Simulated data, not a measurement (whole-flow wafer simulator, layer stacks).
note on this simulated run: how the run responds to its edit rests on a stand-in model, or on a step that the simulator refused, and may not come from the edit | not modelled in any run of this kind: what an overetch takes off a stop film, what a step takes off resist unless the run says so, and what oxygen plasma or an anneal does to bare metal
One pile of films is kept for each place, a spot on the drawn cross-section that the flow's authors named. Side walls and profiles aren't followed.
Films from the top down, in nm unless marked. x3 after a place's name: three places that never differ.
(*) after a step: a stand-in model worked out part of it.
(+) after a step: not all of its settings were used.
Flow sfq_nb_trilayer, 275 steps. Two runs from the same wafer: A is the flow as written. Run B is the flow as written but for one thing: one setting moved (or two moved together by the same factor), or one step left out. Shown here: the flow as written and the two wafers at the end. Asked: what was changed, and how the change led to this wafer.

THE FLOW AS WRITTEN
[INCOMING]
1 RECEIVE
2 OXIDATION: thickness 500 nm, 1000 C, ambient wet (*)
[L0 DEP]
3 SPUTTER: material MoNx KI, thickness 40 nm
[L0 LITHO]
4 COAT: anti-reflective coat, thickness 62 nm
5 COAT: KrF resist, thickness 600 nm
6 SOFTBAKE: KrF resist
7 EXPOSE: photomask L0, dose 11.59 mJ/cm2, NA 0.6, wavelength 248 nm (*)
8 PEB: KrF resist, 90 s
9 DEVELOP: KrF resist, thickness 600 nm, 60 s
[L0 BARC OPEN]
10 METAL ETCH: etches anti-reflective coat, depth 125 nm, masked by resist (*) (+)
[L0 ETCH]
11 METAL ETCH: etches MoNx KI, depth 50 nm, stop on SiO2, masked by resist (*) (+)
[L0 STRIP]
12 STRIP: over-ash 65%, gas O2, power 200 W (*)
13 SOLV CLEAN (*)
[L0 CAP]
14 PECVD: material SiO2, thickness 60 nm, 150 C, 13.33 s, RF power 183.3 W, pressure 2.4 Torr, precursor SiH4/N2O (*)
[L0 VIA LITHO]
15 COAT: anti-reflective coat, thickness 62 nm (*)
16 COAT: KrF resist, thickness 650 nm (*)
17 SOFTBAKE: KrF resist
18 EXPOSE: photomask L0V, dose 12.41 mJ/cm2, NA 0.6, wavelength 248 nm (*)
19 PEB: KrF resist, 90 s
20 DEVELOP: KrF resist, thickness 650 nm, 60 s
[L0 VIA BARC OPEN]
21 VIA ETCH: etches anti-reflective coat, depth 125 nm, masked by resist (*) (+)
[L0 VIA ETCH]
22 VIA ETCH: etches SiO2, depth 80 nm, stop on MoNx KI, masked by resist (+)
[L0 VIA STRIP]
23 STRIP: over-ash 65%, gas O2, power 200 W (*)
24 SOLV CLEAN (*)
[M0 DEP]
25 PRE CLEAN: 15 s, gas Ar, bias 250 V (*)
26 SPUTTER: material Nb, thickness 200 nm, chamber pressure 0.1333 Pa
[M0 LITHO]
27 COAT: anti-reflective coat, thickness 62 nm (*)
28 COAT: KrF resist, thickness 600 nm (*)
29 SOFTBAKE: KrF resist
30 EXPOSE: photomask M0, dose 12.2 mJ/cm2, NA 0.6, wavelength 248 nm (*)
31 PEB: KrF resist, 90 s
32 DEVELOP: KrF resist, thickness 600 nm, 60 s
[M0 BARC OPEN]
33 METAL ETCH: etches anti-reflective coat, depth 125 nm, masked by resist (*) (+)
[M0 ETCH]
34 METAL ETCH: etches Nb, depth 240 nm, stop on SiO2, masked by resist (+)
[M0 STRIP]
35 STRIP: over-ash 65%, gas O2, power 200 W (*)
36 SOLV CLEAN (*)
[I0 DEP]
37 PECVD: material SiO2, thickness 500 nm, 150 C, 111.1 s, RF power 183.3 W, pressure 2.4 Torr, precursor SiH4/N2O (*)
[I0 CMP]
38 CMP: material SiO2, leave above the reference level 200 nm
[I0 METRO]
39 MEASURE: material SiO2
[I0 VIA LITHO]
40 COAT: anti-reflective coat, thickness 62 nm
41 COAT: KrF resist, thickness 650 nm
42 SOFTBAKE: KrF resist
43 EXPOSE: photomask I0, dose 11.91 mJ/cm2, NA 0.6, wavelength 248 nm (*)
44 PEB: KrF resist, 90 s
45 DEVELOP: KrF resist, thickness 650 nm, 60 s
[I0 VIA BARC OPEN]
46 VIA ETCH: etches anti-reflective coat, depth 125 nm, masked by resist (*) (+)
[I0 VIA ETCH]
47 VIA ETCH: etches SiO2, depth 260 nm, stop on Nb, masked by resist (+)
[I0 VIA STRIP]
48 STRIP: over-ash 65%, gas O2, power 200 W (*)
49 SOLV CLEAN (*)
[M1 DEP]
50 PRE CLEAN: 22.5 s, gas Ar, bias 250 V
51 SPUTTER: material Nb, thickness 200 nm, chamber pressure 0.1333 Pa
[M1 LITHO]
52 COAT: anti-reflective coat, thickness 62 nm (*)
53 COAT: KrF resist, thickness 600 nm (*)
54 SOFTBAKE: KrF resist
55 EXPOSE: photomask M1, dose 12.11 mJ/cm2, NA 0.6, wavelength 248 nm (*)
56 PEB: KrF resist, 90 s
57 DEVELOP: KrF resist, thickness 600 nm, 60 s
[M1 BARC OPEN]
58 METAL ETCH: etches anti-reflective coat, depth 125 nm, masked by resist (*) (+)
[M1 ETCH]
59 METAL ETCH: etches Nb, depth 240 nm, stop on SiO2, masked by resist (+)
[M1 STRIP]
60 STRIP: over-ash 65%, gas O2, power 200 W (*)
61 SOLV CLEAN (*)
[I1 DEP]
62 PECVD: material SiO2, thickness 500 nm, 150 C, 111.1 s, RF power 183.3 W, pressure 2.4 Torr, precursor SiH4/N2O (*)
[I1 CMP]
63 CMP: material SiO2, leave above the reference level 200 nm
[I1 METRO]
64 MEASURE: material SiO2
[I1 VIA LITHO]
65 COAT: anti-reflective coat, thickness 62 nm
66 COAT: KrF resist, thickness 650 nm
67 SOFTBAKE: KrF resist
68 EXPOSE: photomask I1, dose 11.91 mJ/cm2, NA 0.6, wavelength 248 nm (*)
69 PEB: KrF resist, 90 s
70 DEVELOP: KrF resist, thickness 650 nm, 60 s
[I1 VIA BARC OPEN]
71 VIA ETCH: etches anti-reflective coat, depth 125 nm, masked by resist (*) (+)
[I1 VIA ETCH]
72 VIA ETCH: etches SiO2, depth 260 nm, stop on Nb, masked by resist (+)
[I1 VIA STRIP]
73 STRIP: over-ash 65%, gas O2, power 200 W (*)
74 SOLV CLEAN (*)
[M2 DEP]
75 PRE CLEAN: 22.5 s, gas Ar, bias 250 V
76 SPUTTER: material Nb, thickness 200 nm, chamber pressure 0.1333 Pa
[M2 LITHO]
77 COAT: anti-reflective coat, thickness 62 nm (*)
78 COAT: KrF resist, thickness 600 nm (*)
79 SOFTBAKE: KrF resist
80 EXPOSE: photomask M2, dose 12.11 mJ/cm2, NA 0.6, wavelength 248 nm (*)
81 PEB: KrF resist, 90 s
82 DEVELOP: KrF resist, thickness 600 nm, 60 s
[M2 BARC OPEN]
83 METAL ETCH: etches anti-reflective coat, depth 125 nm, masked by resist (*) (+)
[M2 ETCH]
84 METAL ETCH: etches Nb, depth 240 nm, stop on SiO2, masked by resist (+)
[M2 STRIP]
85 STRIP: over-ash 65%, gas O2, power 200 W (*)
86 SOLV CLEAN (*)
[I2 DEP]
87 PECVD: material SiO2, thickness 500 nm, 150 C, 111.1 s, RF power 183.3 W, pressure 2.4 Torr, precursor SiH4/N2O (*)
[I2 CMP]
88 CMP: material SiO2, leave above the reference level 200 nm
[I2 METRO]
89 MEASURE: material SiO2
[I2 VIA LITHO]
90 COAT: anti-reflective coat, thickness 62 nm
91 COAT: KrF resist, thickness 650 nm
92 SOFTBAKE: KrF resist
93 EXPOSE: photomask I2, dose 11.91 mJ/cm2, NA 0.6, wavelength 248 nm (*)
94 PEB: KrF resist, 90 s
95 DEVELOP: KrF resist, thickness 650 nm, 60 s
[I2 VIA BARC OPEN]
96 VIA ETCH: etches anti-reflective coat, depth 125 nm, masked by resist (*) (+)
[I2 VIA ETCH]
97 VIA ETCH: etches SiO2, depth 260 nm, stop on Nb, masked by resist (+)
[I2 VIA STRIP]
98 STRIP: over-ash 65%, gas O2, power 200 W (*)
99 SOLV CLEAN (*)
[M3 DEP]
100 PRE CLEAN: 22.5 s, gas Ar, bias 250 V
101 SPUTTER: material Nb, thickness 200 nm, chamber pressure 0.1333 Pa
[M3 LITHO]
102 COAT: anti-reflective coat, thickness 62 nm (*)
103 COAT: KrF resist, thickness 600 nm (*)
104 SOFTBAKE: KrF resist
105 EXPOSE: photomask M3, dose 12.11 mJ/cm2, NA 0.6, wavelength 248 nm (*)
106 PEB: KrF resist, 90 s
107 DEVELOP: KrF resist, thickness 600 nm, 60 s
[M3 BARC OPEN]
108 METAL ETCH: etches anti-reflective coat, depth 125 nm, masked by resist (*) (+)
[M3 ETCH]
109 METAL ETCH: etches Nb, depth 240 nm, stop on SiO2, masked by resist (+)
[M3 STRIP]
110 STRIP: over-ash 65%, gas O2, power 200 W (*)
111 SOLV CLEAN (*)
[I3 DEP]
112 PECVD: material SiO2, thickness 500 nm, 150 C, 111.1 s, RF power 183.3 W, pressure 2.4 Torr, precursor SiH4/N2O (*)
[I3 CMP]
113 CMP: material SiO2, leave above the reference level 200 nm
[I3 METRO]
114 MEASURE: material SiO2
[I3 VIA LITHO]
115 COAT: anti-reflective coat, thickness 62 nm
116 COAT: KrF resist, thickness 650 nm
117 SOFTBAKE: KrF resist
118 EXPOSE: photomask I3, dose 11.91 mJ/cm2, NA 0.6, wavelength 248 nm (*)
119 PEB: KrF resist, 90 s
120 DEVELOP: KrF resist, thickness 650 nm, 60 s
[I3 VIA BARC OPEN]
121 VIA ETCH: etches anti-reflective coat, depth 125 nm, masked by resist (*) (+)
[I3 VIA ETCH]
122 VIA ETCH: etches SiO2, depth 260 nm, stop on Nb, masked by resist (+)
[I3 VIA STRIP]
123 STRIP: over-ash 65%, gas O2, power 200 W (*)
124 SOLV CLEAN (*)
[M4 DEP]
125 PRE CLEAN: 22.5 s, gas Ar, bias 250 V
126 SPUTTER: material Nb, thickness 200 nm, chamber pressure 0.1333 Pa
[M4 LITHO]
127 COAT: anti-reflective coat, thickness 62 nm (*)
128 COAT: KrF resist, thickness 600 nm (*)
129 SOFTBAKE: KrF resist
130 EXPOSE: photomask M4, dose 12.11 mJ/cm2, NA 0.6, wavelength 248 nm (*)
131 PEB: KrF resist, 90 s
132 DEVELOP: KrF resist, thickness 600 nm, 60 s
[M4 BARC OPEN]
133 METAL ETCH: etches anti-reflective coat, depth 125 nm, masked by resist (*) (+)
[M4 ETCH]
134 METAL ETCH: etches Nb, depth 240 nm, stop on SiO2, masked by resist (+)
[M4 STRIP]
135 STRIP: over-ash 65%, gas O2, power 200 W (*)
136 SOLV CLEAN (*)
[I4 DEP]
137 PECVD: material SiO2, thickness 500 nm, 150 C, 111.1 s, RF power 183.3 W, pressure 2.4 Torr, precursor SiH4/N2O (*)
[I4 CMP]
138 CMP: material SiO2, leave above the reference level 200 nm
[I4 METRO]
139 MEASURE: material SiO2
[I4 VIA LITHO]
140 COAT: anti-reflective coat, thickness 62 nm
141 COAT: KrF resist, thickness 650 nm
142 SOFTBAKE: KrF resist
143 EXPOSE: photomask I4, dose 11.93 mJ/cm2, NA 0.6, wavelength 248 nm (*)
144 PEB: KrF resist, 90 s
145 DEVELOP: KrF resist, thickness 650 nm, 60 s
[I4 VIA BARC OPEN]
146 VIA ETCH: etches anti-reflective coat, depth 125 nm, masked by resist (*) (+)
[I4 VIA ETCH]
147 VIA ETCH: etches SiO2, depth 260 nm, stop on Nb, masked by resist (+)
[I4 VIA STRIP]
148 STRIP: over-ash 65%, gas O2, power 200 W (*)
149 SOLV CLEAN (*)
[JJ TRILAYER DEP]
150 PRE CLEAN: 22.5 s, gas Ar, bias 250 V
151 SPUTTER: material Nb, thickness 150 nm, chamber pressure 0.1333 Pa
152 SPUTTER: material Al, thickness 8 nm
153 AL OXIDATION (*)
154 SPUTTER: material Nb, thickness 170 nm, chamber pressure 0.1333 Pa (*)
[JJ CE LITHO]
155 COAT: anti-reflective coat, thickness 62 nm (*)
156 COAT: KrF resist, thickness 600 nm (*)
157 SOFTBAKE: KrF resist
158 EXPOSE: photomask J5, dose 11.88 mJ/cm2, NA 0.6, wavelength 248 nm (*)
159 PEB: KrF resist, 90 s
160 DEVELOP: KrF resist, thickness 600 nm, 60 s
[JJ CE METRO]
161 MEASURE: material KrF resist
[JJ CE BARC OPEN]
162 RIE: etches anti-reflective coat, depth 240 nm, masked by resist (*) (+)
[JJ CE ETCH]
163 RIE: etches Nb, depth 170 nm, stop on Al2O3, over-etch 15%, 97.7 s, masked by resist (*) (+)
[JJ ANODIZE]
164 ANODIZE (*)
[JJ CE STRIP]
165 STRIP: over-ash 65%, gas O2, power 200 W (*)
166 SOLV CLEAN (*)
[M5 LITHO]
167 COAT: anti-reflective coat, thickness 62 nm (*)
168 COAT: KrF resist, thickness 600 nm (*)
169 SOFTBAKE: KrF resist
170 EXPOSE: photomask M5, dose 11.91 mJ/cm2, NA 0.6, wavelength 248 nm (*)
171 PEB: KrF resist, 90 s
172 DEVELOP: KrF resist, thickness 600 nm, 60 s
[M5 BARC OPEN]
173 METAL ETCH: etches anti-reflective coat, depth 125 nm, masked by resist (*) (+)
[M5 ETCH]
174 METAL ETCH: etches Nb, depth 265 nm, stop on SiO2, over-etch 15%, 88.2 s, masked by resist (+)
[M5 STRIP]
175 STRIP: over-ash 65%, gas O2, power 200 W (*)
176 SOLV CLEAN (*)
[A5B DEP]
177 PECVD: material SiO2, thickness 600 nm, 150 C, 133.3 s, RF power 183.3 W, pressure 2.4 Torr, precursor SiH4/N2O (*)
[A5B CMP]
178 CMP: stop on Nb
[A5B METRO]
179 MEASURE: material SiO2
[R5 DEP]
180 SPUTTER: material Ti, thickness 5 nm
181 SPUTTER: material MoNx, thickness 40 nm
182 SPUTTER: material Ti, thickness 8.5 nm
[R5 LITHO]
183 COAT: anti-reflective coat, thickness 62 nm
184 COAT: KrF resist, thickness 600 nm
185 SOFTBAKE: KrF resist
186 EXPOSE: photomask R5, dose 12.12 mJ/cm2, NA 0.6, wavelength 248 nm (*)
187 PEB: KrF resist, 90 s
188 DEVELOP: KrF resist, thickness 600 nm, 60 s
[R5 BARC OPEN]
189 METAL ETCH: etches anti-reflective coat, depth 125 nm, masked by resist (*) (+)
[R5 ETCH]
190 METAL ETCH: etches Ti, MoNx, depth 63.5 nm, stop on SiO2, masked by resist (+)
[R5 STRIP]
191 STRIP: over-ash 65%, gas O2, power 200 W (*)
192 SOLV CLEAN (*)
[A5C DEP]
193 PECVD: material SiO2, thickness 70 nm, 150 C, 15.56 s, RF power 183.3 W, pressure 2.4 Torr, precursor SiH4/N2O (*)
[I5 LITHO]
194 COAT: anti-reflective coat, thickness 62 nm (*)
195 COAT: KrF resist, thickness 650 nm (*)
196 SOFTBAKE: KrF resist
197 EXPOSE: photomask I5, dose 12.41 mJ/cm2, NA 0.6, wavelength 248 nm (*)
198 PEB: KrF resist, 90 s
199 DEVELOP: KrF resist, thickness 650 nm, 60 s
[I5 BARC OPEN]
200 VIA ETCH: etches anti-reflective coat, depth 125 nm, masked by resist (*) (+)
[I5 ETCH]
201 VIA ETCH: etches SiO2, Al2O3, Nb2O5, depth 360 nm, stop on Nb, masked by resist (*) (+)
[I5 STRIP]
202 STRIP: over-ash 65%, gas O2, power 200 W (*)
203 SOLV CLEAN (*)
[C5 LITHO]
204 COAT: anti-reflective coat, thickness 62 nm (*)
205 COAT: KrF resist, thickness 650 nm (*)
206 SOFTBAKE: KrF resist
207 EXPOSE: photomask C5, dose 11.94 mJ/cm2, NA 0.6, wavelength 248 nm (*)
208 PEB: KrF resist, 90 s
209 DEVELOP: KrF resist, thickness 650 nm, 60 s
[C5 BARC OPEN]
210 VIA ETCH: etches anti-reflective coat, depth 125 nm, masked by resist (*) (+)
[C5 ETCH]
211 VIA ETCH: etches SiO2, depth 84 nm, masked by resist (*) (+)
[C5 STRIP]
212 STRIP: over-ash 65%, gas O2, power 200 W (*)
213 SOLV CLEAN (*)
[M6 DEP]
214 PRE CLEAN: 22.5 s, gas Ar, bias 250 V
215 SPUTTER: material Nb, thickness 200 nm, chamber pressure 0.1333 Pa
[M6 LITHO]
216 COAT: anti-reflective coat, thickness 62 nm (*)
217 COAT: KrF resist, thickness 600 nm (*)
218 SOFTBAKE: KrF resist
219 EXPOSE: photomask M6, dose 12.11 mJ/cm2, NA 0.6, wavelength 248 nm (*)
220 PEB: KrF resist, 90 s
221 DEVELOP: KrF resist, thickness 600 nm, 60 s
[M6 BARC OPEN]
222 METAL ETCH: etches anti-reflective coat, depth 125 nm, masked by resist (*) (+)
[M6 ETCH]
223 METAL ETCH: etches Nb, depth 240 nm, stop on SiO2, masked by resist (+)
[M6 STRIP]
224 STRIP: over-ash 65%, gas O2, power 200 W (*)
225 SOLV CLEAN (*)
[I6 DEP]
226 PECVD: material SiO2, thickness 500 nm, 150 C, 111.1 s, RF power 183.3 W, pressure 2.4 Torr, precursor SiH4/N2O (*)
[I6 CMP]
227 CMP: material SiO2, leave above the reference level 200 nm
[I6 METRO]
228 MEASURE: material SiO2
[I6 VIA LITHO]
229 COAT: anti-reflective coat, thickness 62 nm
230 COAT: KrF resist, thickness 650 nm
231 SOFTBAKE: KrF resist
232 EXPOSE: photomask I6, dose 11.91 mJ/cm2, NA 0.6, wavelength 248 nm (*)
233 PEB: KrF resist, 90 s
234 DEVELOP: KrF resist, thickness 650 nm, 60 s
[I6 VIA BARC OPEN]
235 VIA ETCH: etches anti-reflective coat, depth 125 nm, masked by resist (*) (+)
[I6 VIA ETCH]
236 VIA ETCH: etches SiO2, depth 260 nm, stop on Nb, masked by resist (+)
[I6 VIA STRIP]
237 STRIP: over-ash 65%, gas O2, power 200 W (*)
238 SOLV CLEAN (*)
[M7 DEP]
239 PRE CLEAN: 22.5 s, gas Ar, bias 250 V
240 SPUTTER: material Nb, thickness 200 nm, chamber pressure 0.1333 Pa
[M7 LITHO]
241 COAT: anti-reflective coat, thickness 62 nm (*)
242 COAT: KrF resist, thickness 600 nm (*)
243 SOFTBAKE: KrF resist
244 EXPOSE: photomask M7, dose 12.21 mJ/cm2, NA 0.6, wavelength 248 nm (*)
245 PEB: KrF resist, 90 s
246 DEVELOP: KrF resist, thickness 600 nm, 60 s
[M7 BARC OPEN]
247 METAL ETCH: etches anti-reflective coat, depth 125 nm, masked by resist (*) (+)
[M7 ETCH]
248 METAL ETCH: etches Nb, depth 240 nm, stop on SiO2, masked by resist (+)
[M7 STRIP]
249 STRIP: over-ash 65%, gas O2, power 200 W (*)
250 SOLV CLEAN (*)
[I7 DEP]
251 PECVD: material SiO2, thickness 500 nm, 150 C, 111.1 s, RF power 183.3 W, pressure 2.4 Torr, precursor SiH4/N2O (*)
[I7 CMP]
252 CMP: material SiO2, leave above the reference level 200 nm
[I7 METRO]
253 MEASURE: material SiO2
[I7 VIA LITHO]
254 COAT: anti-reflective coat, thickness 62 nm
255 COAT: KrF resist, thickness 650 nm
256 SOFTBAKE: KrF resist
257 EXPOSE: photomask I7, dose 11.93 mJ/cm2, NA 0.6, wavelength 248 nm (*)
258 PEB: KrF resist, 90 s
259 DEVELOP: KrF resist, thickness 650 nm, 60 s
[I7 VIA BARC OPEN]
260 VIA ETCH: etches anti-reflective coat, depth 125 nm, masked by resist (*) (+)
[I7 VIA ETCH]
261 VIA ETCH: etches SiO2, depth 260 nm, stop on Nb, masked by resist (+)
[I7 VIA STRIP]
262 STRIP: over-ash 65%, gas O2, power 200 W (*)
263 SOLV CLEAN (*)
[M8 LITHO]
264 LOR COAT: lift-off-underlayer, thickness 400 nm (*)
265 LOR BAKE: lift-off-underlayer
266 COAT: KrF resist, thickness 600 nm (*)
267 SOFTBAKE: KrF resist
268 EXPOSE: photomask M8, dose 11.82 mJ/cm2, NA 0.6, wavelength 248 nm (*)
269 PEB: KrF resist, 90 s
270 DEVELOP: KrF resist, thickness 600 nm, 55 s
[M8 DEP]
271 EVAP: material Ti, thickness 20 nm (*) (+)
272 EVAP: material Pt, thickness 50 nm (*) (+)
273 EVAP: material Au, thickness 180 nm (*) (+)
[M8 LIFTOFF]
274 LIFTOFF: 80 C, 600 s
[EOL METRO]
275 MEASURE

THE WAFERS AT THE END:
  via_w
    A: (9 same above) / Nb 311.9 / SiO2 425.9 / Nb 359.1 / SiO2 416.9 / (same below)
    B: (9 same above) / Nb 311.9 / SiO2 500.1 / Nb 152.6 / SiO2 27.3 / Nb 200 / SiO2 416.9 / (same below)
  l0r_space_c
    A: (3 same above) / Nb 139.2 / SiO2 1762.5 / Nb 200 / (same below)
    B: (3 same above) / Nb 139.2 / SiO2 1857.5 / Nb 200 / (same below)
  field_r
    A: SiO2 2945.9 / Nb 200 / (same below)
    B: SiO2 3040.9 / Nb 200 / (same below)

The cause: step 88, CMP: leave above the reference level 295 nm was run, where the flow has leave above the reference level 200 nm.

How the change led to this, step by step:
  88 CMP: material SiO2, leave above the reference level 200 nm
      field_l, be, be_sur and 81 more: A SiO2 -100 | B SiO2 -5
      v_sur, via_wl, via_w and 18 more: A SiO2 -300 | B SiO2 -205
      (and at 1 more place)
  97 VIA ETCH: etches SiO2, depth 260 nm, stop on Nb, masked by resist (+)
      via_w: A SiO2 -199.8 (all of it) | B SiO2 -260
  100 PRE CLEAN: 22.5 s, gas Ar, bias 250 V
      via_w: A Nb -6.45 | B SiO2 -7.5
  101 SPUTTER: material Nb, thickness 200 nm, chamber pressure 0.1333 Pa
      via_w: A Nb +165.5 | B Nb +152.6 (new film)
  102 COAT: anti-reflective coat, thickness 62 nm (*)
      via_wl, via_wr: A anti-reflective coat +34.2 (new film) | B anti-reflective coat +23 (new film)
      v_sur: A anti-reflective coat +61.1 (new film) | B anti-reflective coat +55.7 (new film)
      (and at 2 more places)
  103 COAT: KrF resist, thickness 600 nm (*)
      via_w: A KrF resist +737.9 (new film) | B KrF resist +794 (new film)
  110 STRIP: over-ash 65%, gas O2, power 200 W (*)
      v_sur: A KrF resist -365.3 (all of it), anti-reflective coat -61.1 (all of it) | B KrF resist -362.3 (all of it), anti-reflective coat -55.7 (all of it)
      via_wl: A KrF resist -384.2 (all of it), anti-reflective coat -34.2 (all of it) | B KrF resist -383.9 (all of it), anti-reflective coat -23 (all of it)
      (and at 3 more places)
  112 PECVD: material SiO2, thickness 500 nm, 150 C, 111.1 s, RF power 183.3 W, pressure 2.4 Torr, precursor SiH4/N2O (*)
      via_w: A SiO2 +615 (new film) | B SiO2 +664.6 (new film)
  113 CMP: material SiO2, leave above the reference level 200 nm
      via_w: A SiO2 -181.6 | B SiO2 -157.1
Counting metal films that touch as one body, via_w has 6 bodies (between them, from the top down: SiO2 192.5; SiO2 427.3 / Al2O3 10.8 / Nb2O5 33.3; SiO2 500.1; SiO2 27.3; SiO2 416.9); the flow as written gives 5 bodies (between them, from the top down: SiO2 192.5; SiO2 427.3 / Al2O3 10.8 / Nb2O5 33.3; SiO2 425.9; SiO2 416.9).
